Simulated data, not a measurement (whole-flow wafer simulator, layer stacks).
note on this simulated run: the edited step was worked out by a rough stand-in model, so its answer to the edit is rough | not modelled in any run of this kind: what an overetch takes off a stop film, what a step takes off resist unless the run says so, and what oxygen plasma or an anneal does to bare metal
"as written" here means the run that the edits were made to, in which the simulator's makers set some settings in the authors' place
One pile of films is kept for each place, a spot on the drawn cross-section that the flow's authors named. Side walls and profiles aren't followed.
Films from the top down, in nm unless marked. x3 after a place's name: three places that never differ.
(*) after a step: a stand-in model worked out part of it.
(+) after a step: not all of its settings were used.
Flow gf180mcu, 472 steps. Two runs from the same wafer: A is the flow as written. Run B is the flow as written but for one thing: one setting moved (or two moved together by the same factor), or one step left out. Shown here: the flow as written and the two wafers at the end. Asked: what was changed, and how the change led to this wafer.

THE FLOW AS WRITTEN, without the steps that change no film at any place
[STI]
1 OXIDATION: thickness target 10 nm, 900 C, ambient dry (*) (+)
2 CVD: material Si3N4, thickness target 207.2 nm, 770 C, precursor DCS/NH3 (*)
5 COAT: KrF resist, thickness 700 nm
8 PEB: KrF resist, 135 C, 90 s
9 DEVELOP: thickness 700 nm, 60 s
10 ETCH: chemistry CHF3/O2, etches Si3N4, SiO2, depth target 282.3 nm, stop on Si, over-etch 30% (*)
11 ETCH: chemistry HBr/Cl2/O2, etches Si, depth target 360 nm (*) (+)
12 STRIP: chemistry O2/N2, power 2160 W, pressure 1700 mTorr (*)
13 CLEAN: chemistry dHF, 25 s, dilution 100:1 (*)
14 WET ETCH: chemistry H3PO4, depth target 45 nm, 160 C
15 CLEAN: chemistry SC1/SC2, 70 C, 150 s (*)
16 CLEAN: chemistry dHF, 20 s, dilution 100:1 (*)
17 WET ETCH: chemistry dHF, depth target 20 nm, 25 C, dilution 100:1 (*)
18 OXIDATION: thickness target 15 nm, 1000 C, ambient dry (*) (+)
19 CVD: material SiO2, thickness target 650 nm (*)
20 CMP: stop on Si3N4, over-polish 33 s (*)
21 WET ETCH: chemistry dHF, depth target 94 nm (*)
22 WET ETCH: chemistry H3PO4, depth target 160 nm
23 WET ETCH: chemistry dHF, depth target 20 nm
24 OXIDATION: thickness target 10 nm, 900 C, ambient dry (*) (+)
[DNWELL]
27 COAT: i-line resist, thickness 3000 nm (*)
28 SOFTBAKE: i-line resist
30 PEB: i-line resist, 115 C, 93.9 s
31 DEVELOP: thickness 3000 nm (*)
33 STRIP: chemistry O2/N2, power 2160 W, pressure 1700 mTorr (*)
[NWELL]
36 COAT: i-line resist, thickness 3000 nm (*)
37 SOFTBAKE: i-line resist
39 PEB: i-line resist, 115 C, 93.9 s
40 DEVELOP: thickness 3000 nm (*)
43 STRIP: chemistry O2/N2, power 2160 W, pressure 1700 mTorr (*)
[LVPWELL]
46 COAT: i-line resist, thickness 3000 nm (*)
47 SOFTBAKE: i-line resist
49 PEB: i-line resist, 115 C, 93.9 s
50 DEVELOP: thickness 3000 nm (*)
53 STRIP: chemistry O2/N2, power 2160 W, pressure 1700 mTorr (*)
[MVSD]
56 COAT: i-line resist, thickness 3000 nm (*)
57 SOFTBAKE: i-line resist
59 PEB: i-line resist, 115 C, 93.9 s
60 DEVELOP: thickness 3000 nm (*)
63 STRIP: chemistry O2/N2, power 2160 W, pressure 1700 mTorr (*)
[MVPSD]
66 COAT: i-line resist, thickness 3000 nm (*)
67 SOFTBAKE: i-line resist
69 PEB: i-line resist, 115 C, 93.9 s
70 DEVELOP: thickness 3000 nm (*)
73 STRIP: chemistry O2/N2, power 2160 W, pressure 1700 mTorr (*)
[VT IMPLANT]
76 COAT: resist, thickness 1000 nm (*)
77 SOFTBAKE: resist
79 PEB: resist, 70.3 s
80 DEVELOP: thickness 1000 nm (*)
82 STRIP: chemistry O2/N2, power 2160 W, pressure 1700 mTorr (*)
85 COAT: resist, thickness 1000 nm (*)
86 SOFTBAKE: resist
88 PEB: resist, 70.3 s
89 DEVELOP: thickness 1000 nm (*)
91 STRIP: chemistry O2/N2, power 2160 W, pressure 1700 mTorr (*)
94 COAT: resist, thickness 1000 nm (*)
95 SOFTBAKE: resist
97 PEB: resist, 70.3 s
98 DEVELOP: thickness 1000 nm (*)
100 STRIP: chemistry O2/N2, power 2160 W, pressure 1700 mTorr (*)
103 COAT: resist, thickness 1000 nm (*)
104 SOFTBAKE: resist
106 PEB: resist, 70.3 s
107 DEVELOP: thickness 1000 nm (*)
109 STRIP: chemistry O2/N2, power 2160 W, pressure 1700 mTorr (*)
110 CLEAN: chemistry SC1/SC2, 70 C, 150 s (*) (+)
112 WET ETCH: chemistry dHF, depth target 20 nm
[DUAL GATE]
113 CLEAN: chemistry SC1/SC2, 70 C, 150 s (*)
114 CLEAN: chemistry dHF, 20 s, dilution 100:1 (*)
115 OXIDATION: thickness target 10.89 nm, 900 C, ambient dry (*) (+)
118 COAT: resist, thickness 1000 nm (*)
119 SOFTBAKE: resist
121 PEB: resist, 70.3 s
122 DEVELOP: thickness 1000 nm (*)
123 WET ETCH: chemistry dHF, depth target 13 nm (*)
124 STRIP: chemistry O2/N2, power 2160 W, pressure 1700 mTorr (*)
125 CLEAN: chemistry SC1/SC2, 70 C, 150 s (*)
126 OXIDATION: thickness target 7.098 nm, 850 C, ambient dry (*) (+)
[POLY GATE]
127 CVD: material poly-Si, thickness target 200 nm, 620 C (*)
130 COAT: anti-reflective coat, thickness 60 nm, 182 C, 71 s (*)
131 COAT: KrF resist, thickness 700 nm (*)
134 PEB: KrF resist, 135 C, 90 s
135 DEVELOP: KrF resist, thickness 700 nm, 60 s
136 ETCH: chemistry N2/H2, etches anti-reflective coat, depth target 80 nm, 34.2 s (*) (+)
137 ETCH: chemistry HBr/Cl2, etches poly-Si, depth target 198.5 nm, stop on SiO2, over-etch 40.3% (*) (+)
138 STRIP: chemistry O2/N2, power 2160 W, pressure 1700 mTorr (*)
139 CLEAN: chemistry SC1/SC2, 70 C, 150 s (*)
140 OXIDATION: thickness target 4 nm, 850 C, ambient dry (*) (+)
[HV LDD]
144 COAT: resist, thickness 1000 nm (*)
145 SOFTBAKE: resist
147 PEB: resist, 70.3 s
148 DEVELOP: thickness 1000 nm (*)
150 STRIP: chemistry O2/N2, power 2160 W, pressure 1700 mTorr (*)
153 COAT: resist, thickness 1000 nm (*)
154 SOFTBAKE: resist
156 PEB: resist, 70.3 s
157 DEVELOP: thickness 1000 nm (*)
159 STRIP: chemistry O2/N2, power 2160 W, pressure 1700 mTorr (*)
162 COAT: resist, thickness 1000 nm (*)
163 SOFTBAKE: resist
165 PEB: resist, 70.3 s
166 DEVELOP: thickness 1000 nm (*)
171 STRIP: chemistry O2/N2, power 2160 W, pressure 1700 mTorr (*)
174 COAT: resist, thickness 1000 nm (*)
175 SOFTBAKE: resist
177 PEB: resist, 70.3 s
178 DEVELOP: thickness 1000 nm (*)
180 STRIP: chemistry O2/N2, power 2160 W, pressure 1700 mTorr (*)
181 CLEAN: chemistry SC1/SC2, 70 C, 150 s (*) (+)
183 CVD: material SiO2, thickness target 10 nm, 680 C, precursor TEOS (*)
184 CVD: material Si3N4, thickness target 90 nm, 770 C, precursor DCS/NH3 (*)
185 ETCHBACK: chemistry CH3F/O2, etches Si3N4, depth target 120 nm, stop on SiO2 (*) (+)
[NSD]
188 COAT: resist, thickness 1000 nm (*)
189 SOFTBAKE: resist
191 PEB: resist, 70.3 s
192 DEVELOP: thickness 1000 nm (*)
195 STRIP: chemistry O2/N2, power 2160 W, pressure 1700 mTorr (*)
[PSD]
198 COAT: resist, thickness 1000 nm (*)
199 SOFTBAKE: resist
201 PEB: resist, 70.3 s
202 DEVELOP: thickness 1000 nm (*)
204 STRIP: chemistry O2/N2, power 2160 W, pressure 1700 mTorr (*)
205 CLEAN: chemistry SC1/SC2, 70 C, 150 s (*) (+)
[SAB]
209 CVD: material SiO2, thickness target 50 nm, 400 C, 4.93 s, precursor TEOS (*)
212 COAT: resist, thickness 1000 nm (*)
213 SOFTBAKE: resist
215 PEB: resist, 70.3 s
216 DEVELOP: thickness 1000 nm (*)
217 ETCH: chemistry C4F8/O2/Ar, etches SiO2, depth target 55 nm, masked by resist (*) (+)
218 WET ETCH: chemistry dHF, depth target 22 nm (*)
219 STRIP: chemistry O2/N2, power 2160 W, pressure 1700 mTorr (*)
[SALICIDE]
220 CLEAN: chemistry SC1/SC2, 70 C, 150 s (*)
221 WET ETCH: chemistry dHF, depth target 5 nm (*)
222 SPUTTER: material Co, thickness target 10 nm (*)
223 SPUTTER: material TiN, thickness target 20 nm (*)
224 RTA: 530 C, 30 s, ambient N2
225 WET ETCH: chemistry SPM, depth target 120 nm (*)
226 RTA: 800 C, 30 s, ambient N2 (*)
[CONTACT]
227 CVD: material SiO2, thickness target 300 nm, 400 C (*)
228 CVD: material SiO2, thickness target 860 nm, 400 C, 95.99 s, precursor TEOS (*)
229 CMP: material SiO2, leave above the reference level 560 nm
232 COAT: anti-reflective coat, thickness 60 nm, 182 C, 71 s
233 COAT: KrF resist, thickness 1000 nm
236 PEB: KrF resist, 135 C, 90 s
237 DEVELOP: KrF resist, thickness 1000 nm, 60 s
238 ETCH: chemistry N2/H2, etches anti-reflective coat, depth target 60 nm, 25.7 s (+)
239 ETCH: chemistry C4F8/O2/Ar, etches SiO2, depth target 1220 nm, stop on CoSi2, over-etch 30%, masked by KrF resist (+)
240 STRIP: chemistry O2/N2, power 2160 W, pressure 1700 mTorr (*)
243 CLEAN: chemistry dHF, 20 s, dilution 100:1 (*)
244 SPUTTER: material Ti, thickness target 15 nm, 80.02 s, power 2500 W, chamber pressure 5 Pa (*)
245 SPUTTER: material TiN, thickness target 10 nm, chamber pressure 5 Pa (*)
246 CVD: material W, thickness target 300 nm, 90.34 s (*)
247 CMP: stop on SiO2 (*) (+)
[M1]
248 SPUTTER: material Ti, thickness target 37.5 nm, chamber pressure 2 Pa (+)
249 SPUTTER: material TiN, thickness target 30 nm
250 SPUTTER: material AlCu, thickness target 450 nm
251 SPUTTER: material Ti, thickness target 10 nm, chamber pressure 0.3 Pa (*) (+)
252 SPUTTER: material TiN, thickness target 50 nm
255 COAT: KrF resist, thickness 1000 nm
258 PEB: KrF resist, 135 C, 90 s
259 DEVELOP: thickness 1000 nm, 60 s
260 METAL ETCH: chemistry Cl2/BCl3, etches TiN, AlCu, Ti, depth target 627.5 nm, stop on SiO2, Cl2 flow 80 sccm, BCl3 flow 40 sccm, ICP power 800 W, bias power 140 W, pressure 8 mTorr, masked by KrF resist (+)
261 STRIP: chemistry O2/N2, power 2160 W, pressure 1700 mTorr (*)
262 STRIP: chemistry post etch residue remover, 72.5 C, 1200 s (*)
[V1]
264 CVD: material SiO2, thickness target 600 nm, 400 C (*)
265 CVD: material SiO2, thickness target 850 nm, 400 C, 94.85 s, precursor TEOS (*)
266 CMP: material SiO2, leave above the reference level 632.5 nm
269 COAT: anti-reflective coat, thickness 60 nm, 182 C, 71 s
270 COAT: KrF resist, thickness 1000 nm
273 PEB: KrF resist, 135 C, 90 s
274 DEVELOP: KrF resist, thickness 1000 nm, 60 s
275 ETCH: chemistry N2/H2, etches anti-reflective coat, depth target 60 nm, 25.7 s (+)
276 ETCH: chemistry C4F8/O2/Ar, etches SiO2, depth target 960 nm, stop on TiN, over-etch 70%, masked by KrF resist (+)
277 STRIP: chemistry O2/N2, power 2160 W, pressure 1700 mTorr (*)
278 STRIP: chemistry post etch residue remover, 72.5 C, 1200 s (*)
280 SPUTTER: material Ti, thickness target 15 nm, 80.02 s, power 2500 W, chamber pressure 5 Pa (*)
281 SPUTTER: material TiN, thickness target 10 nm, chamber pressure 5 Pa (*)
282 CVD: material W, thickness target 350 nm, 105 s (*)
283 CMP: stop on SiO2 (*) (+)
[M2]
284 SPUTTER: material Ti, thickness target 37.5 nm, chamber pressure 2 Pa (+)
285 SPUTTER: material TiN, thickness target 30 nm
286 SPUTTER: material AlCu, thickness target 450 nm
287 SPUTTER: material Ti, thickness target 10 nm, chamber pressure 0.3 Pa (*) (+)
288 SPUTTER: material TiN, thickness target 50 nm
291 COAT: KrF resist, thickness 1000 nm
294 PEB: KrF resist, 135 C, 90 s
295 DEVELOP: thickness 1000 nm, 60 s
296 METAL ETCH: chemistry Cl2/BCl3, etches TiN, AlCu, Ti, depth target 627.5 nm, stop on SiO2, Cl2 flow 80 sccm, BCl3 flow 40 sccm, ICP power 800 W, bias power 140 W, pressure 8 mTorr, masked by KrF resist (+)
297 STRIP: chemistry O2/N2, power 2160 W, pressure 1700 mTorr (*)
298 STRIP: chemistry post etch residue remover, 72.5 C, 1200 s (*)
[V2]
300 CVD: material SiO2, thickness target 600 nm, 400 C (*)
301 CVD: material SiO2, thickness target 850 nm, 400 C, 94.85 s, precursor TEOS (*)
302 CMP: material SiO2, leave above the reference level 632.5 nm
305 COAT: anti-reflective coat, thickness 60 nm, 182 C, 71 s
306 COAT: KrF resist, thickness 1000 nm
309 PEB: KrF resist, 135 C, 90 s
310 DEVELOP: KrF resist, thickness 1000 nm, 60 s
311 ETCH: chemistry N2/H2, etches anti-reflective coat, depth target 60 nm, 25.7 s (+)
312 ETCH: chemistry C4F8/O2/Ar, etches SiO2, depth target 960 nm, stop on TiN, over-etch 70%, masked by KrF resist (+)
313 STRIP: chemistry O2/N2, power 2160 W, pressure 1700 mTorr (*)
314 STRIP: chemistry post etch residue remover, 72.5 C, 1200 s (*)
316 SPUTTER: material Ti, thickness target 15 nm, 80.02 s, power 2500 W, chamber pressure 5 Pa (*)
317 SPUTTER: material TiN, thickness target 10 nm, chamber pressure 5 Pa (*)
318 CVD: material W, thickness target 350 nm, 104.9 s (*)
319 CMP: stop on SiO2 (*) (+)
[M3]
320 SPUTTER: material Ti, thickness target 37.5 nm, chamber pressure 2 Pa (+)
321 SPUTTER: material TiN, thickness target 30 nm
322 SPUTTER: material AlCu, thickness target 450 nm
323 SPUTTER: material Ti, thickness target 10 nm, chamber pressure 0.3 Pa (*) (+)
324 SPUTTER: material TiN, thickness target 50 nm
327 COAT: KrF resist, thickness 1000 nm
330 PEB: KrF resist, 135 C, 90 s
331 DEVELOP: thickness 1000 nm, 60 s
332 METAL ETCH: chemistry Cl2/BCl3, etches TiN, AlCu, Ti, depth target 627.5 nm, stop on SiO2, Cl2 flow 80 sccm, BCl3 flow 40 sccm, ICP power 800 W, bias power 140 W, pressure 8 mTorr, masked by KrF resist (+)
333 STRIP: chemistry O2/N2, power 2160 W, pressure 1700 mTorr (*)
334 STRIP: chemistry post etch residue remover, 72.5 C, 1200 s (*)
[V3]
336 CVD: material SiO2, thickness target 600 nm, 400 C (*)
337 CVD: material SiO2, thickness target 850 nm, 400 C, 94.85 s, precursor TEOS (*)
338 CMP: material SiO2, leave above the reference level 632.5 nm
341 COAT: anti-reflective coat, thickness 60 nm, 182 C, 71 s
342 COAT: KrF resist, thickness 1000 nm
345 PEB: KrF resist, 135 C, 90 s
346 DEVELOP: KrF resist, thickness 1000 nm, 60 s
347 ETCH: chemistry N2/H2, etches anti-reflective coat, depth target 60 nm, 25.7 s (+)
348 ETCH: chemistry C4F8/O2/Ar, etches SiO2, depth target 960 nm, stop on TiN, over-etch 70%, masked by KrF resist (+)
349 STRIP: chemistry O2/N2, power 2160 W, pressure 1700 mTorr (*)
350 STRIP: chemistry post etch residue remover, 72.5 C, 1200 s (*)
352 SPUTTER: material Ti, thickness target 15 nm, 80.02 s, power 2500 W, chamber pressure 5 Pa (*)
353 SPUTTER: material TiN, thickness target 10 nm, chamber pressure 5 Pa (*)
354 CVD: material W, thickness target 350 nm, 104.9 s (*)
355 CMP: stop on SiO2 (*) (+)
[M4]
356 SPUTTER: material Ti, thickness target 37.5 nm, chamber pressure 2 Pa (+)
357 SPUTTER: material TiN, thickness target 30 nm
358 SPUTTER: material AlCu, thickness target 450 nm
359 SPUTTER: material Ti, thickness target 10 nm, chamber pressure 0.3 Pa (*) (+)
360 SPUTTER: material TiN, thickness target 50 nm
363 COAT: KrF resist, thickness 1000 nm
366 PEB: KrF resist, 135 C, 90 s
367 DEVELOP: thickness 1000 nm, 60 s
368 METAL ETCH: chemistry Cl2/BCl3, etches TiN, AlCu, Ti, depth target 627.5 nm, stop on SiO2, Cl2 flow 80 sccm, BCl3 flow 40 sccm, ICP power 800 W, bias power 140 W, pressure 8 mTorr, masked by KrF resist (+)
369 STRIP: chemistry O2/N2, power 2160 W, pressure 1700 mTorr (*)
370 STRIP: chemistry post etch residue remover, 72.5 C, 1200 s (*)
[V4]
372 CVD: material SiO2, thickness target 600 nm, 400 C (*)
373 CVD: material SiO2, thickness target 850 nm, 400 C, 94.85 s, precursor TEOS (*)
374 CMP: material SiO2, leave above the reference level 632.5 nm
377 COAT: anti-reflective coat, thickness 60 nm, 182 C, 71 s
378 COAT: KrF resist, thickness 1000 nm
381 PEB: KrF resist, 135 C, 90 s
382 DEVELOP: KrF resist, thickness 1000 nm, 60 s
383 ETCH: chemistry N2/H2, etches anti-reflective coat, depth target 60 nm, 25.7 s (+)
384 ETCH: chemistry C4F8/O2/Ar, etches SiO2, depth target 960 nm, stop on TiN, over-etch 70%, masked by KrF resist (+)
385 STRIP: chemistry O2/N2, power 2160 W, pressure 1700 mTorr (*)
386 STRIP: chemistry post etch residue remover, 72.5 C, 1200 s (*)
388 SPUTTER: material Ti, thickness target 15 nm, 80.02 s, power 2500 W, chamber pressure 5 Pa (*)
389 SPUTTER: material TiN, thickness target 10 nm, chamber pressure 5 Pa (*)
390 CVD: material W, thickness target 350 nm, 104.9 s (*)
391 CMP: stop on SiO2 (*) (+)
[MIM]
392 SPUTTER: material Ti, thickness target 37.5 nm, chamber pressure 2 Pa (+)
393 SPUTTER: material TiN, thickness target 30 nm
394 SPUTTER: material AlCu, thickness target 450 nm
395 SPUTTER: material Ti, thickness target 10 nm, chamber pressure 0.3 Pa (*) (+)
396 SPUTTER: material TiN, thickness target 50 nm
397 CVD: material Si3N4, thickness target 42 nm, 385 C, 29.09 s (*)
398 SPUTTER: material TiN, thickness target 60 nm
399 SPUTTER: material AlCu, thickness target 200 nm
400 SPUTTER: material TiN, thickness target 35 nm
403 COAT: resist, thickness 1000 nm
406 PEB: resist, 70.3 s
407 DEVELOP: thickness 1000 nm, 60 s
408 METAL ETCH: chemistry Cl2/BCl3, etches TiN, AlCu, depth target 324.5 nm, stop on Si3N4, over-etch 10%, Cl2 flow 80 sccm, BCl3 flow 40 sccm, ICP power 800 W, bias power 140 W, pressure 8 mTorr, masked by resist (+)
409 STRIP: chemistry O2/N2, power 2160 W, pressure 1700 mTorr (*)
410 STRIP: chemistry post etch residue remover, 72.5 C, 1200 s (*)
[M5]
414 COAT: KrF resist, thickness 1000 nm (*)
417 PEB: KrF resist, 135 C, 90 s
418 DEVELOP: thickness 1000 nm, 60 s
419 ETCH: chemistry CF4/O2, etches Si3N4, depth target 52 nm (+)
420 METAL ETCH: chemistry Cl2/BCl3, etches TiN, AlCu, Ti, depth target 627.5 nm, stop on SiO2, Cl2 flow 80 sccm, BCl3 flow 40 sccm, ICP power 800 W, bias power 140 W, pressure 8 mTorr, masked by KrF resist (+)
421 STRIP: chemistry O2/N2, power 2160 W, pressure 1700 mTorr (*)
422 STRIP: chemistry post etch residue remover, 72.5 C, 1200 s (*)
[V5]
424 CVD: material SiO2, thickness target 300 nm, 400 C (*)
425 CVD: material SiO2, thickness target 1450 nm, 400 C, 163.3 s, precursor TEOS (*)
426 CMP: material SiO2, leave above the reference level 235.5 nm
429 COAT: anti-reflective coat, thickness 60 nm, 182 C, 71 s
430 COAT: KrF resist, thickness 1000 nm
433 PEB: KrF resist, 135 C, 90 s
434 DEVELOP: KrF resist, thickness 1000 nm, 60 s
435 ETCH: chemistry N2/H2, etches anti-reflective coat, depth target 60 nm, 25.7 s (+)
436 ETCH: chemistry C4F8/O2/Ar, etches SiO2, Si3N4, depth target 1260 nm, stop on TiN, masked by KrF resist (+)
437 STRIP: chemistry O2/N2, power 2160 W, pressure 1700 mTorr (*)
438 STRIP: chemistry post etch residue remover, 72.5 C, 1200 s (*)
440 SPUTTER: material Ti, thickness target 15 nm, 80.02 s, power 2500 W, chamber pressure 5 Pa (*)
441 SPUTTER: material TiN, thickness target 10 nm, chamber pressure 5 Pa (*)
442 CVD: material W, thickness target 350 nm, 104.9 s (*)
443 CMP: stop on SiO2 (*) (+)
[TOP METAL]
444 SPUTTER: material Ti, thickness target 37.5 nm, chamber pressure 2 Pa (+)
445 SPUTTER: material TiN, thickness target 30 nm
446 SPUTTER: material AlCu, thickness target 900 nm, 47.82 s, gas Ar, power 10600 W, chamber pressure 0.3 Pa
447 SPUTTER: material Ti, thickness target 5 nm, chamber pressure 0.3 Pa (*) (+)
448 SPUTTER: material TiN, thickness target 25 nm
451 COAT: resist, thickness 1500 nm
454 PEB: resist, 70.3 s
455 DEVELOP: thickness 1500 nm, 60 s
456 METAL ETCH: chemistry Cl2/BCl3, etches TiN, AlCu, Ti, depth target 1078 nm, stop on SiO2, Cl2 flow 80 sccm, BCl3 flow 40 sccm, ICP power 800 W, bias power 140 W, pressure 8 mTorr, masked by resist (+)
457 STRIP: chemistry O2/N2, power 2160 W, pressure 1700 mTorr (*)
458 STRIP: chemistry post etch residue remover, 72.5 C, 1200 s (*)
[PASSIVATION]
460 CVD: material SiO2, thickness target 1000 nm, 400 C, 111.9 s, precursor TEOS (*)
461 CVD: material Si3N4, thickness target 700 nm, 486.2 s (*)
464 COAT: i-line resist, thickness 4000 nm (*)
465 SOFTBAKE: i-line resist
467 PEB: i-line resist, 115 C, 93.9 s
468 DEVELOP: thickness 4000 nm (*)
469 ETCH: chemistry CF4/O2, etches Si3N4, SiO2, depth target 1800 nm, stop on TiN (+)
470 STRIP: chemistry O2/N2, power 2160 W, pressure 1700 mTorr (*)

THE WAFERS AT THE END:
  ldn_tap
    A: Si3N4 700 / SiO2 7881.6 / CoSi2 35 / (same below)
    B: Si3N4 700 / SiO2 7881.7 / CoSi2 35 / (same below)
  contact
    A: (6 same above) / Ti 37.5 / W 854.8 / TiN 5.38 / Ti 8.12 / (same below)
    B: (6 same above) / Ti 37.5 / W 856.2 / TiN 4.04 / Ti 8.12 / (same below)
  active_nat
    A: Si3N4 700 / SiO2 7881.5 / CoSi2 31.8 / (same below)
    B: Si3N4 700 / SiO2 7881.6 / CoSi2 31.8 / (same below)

The cause: step 441, SPUTTER: thickness target 7.5 nm was run, where the flow has thickness target 10 nm.

How the change led to this, step by step:
  441 SPUTTER: material TiN, thickness target 10 nm, chamber pressure 5 Pa (*)
      field, field__w1, field__w2 and 108 more: A TiN +10 (new film) | B TiN +7.5 (new film)
      contact: A TiN +5.38 (new film) | B TiN +4.04 (new film)
  443 CMP: stop on SiO2 (*) (+)
      field, field__w1, field__w2 and 108 more: A W -350 (all of it), TiN -10 (all of it), Ti -15 (all of it), SiO2 -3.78 | B W -350 (all of it), TiN -7.5 (all of it), Ti -15 (all of it), SiO2 -3.76
